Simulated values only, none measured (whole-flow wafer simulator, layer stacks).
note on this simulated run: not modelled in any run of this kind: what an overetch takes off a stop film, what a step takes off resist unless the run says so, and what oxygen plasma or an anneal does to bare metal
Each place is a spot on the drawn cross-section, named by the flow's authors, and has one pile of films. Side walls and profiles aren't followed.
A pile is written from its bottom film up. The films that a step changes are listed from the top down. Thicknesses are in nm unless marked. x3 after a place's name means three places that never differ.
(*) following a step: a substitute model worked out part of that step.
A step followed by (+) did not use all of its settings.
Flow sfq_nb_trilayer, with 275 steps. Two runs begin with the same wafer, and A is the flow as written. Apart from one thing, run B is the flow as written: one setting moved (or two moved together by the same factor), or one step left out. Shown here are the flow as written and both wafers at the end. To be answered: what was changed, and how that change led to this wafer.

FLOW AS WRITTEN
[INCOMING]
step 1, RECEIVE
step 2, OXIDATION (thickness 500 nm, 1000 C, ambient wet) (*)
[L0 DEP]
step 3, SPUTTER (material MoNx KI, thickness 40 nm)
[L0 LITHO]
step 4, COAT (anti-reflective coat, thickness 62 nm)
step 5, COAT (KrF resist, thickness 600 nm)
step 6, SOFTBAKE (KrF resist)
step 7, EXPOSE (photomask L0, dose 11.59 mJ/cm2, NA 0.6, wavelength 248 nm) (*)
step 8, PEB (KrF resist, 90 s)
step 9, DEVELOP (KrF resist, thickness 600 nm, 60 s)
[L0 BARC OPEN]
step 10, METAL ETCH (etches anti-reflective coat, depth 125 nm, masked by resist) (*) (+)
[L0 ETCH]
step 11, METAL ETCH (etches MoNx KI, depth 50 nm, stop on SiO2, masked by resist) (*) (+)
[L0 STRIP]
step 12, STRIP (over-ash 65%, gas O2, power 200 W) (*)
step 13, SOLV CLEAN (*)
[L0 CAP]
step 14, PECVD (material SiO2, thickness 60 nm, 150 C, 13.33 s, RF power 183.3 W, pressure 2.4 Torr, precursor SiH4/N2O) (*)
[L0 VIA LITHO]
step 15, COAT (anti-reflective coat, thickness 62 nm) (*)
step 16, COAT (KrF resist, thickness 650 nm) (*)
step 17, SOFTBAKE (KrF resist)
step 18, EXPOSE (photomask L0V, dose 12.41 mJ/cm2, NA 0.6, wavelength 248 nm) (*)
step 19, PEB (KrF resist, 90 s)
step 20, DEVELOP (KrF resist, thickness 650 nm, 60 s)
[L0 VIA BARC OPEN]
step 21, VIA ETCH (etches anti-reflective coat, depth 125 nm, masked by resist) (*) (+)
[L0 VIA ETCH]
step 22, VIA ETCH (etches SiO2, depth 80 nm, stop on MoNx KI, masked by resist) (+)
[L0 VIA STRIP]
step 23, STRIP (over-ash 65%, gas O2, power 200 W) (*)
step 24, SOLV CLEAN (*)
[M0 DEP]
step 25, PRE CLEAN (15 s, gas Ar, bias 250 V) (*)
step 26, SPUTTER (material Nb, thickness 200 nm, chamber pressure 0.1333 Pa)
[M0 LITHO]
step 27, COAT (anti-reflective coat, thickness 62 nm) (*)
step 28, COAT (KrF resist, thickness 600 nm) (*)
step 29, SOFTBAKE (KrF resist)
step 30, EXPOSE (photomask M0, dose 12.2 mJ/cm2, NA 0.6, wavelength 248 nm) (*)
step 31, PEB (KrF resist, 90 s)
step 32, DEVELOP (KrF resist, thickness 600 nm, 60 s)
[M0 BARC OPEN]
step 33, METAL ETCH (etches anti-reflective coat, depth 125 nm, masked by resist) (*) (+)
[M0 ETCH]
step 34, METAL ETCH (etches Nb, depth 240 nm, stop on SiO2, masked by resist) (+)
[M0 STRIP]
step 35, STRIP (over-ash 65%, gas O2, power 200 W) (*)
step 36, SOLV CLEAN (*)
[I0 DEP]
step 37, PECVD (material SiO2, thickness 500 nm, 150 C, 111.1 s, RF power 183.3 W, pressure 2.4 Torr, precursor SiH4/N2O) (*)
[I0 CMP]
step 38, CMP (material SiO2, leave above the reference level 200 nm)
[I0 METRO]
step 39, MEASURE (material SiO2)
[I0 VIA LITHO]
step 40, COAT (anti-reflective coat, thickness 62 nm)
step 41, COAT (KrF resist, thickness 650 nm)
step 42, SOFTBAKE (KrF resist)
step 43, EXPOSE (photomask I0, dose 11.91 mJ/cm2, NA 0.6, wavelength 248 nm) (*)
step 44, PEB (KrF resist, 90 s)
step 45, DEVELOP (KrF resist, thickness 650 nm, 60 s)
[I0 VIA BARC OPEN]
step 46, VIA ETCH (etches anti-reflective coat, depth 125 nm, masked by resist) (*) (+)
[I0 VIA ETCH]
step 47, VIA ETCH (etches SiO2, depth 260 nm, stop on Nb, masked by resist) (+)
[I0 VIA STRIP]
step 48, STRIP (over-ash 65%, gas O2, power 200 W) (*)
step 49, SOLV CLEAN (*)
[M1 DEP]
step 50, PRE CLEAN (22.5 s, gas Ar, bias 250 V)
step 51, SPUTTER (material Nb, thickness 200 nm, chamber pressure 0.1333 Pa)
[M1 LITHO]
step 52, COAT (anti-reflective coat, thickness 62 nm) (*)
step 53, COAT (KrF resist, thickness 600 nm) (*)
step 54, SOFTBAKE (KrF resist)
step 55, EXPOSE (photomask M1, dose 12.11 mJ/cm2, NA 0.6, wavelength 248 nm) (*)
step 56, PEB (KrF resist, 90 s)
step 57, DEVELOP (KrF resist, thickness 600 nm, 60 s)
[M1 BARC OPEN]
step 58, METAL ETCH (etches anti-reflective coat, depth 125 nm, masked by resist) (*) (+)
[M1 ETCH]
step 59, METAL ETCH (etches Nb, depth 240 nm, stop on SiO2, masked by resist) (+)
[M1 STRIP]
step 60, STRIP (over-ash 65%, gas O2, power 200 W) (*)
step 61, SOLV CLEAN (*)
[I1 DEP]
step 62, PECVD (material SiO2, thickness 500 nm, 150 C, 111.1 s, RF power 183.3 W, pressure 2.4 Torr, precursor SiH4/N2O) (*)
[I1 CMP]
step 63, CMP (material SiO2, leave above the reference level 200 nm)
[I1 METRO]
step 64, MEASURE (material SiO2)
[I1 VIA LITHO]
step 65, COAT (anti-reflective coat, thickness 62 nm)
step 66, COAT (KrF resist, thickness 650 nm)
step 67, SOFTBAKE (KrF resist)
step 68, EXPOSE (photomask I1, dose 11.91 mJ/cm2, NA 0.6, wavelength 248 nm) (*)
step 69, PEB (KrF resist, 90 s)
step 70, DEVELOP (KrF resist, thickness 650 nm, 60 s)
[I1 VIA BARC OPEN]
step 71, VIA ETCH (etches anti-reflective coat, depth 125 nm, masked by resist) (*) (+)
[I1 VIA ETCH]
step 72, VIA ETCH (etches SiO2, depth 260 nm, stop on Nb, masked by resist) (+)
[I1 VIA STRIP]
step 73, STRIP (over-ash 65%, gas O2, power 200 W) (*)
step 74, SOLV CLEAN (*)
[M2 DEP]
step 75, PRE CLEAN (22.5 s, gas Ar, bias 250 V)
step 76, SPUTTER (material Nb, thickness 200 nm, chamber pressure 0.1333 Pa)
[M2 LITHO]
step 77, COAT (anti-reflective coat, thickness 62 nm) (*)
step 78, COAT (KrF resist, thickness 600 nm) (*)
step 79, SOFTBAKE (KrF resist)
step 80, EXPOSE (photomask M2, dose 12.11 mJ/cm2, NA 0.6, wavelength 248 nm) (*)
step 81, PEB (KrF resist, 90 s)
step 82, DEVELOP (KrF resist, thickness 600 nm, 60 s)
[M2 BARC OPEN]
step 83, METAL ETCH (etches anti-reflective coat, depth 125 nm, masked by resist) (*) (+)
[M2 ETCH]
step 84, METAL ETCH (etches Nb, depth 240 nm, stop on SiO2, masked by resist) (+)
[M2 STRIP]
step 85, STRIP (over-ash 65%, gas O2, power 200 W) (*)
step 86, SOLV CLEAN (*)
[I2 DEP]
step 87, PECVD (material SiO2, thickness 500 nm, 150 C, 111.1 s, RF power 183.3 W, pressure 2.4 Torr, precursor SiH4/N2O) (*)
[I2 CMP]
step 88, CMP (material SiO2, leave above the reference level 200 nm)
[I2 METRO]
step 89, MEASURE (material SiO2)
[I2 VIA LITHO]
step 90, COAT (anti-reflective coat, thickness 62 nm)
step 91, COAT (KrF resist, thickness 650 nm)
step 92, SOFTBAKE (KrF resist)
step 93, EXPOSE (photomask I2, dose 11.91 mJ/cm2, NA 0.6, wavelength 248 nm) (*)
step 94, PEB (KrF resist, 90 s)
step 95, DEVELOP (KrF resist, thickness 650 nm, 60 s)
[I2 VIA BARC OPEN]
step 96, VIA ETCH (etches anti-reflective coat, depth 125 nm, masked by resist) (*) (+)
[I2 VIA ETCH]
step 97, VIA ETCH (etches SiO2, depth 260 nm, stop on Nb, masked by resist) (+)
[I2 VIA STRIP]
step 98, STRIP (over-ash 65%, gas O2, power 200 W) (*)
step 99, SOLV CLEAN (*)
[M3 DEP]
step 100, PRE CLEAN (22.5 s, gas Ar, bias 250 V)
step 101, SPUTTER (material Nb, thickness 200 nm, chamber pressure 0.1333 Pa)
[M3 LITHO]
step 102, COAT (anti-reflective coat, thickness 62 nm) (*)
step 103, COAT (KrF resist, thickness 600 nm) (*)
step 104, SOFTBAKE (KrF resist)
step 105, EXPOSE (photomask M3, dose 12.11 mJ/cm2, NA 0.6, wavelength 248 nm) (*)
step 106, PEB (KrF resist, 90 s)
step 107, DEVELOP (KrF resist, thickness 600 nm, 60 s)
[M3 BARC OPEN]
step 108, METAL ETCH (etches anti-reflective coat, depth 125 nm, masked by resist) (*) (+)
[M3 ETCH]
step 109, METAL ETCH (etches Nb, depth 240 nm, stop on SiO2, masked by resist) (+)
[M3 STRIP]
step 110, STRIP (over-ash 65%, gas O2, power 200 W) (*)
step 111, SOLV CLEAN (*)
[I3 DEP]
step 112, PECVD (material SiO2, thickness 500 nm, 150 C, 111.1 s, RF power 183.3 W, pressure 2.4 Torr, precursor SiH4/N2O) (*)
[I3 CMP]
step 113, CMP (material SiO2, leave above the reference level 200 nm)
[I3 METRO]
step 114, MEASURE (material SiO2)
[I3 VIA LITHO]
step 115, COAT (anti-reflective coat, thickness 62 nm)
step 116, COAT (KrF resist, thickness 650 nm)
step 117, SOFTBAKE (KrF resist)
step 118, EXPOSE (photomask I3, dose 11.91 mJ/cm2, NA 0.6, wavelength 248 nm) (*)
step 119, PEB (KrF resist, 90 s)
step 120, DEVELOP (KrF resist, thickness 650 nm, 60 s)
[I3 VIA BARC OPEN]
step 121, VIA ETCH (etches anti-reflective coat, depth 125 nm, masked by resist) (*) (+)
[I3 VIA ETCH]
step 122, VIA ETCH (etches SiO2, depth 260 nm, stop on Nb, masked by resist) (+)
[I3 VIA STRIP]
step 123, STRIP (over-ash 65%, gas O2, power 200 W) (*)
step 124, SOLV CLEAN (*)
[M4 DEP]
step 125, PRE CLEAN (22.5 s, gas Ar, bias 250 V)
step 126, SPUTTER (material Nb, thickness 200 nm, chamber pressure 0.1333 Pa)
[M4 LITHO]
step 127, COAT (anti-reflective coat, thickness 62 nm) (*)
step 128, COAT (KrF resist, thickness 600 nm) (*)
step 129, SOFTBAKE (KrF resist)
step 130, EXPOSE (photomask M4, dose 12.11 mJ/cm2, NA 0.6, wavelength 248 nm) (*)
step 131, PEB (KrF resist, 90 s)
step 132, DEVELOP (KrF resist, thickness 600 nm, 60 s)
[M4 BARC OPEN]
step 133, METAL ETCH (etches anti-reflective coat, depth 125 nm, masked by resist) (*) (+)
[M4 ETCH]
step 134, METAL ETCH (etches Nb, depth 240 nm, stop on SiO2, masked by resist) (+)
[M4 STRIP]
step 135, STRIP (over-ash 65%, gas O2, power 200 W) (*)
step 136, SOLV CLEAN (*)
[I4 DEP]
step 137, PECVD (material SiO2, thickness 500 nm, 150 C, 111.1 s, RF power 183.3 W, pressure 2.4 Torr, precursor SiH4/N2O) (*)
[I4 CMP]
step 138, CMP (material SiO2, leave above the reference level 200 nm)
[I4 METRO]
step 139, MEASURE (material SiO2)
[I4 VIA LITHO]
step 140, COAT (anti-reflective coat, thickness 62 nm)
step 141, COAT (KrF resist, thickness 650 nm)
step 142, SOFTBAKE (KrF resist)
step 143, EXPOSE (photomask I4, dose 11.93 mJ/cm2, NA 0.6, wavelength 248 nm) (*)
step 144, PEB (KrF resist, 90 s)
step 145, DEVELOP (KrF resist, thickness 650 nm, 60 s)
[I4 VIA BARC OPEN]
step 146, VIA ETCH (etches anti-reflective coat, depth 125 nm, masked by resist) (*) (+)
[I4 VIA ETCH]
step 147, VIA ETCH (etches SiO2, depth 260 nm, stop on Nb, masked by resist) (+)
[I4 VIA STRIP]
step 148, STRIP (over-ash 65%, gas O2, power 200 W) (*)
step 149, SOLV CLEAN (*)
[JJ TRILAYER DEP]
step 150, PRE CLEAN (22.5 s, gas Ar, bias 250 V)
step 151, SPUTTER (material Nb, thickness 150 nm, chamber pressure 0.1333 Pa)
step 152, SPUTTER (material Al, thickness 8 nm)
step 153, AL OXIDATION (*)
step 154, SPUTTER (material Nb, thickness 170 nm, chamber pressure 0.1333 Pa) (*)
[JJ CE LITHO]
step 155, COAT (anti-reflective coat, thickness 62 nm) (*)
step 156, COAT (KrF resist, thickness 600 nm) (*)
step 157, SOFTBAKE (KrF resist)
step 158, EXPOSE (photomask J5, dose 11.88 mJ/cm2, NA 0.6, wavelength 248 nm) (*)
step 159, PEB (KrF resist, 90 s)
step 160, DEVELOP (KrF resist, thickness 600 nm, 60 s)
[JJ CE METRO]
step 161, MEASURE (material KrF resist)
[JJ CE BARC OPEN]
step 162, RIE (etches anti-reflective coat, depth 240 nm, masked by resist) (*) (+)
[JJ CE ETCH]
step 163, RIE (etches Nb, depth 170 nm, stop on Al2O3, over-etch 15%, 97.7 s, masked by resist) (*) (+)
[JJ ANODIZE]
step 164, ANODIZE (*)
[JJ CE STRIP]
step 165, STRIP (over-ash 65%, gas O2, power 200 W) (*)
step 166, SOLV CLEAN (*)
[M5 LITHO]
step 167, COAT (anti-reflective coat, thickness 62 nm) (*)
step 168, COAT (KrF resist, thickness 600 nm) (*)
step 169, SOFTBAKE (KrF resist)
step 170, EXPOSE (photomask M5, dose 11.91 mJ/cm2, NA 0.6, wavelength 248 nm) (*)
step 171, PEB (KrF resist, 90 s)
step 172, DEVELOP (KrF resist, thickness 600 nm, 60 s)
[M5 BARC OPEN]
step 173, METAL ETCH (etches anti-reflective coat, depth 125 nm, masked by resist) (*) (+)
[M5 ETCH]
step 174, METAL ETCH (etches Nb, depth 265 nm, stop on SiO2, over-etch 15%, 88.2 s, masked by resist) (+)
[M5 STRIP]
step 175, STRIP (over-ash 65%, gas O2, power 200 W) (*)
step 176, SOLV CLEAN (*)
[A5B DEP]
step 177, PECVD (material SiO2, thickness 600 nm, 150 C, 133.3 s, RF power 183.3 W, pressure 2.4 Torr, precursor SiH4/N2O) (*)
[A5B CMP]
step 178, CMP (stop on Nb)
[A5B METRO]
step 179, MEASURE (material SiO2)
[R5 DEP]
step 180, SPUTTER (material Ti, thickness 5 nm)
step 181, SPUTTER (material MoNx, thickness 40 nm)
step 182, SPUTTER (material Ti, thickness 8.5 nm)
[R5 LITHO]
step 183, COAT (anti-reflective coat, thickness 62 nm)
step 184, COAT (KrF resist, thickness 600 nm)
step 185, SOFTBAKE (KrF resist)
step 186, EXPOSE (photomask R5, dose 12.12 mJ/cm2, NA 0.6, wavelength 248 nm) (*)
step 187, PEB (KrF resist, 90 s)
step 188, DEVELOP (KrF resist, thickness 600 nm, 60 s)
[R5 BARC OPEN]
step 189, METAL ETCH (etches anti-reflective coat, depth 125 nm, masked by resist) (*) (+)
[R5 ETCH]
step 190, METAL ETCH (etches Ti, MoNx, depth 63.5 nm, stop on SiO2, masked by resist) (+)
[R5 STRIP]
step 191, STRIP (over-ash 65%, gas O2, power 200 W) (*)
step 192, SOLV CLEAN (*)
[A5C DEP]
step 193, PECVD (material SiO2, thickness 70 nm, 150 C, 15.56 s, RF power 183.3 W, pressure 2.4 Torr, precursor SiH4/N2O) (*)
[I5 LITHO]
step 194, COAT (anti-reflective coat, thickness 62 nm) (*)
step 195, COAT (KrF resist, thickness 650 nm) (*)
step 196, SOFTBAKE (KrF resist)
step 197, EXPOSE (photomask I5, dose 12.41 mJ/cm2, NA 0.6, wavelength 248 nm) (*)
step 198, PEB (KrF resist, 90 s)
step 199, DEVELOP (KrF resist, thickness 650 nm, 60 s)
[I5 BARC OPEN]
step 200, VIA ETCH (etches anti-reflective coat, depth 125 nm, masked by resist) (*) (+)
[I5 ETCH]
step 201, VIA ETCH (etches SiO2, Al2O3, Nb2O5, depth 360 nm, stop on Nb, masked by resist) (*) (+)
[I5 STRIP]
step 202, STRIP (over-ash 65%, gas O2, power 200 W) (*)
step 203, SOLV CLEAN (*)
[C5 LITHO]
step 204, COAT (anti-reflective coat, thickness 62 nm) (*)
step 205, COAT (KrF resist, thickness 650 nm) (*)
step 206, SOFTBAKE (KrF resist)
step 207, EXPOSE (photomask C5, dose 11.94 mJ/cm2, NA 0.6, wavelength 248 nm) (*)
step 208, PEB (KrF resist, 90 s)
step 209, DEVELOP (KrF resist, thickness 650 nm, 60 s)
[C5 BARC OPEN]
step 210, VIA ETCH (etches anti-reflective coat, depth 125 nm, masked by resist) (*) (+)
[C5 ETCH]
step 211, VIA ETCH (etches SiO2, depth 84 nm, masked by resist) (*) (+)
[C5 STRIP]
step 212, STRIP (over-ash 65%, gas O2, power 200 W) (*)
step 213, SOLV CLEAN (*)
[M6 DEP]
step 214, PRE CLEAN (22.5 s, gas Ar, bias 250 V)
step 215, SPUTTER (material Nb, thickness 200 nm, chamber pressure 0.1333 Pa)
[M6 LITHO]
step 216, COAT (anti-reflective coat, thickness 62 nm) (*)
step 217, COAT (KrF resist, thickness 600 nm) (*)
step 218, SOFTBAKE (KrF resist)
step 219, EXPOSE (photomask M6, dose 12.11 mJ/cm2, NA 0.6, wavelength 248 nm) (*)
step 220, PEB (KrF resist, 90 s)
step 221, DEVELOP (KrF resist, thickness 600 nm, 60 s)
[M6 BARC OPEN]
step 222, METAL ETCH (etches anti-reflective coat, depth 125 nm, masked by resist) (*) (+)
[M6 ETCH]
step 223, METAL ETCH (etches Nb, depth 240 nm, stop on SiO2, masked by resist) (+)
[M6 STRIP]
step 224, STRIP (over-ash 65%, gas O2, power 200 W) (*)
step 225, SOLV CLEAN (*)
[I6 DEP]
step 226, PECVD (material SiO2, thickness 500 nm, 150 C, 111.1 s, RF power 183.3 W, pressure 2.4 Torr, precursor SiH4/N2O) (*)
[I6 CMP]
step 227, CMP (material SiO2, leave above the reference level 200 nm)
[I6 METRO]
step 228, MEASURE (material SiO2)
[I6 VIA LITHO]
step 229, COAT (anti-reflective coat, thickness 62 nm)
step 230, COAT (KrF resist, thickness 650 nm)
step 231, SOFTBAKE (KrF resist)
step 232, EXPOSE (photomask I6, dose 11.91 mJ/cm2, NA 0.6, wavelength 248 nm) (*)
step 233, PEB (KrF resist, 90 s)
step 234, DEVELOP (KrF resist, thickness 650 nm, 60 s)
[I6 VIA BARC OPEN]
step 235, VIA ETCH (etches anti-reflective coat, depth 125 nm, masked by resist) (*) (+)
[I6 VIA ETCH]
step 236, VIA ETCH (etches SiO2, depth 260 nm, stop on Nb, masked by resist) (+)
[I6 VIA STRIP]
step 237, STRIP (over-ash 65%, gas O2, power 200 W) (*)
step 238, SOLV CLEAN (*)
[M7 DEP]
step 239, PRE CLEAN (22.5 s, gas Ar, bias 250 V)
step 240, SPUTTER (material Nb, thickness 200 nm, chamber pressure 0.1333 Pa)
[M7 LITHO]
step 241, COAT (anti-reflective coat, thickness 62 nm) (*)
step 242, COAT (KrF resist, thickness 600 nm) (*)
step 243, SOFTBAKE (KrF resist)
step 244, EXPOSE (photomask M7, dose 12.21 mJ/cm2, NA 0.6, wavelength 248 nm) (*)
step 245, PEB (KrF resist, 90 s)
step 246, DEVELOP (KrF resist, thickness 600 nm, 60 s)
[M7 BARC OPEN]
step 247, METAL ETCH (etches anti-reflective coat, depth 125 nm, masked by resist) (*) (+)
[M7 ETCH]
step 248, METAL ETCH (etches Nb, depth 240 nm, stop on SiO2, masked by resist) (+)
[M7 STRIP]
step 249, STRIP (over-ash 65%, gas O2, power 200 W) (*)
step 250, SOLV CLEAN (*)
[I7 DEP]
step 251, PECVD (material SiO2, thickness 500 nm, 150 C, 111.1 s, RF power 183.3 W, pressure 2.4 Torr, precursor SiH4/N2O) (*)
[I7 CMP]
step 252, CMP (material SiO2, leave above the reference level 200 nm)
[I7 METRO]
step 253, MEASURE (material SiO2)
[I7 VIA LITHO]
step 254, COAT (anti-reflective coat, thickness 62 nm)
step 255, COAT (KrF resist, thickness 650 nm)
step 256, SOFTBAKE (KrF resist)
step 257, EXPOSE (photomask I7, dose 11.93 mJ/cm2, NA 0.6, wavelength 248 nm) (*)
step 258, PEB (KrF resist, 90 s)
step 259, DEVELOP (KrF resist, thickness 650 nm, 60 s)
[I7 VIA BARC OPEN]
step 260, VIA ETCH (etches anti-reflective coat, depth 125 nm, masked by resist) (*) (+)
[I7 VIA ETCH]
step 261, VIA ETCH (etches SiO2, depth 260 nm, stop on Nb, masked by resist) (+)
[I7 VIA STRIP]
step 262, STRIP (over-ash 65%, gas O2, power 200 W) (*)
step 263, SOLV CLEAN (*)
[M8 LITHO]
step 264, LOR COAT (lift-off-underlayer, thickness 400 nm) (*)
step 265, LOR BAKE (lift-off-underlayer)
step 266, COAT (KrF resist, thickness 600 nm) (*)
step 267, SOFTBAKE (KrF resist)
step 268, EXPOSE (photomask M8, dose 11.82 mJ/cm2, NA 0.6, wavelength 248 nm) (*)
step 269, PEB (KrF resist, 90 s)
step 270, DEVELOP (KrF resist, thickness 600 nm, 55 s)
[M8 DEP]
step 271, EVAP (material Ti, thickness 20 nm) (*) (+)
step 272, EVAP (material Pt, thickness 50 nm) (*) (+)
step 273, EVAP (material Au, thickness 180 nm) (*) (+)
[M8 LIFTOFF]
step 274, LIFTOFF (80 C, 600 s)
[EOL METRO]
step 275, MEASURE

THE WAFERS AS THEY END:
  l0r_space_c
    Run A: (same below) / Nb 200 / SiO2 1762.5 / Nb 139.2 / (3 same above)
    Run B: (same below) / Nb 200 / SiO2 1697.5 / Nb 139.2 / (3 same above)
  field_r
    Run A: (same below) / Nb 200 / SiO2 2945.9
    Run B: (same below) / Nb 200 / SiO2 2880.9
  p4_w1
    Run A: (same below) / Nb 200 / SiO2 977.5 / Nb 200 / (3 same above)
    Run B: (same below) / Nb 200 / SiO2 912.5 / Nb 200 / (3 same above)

The reason: step 38, CMP: leave above the reference level 135 nm was run, while the flow as written has leave above the reference level 200 nm.

The path from the change to this, step by step:
  step 38, CMP (material SiO2, leave above the reference level 200 nm)
      v_sur, via_wl, via_w and 94 more: A SiO2 loses 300 | B SiO2 loses 365
      field_l, l0_sur, l0r_line_l, l0r_line_c, l0r_line_r: A SiO2 loses 340 | B SiO2 loses 405
      (and at 4 other places as well)
  step 47, VIA ETCH (etches SiO2, depth 260 nm, stop on Nb, masked by resist) (+)
      field_l, v_sur, via_wl and 102 more: A KrF resist loses 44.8 | B KrF resist loses 34.9
      via_w: A SiO2 loses 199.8 (all of it) | B SiO2 loses 134.8 (all of it)
  step 51, SPUTTER (material Nb, thickness 200 nm, chamber pressure 0.1333 Pa)
      via_w: A Nb gains 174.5 | B Nb gains 187.7
  step 52, COAT (anti-reflective coat, thickness 62 nm) (*)
      via_wl: A anti-reflective coat gains 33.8 (new film) | B anti-reflective coat gains 36.5 (new film)
      via_w: A anti-reflective coat gains 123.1 (new film) | B anti-reflective coat gains 108.4 (new film)
      (and at 1 other place as well)
  step 53, COAT (KrF resist, thickness 600 nm) (*)
      via_w: A KrF resist gains 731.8 (new film) | B KrF resist gains 678.8 (new film)
  step 60, STRIP (over-ash 65%, gas O2, power 200 W) (*)
      via_wl: A KrF resist loses 385.5 (all of it), anti-reflective coat loses 33.8 (all of it) | B KrF resist loses 390.9 (all of it), anti-reflective coat loses 36.5 (all of it)
      via_w: A KrF resist loses 513.8 (all of it), anti-reflective coat loses 123.1 (all of it) | B KrF resist loses 461 (all of it), anti-reflective coat loses 108.4 (all of it)
      (and at 1 other place as well)
  step 62, PECVD (material SiO2, thickness 500 nm, 150 C, 111.1 s, RF power 183.3 W, pressure 2.4 Torr, precursor SiH4/N2O) (*)
      via_w: A SiO2 gains 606 (new film) | B SiO2 gains 503.4 (new film)
  step 63, CMP (material SiO2, leave above the reference level 200 nm)
      via_w: A SiO2 loses 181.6 | B SiO2 loses 157.1
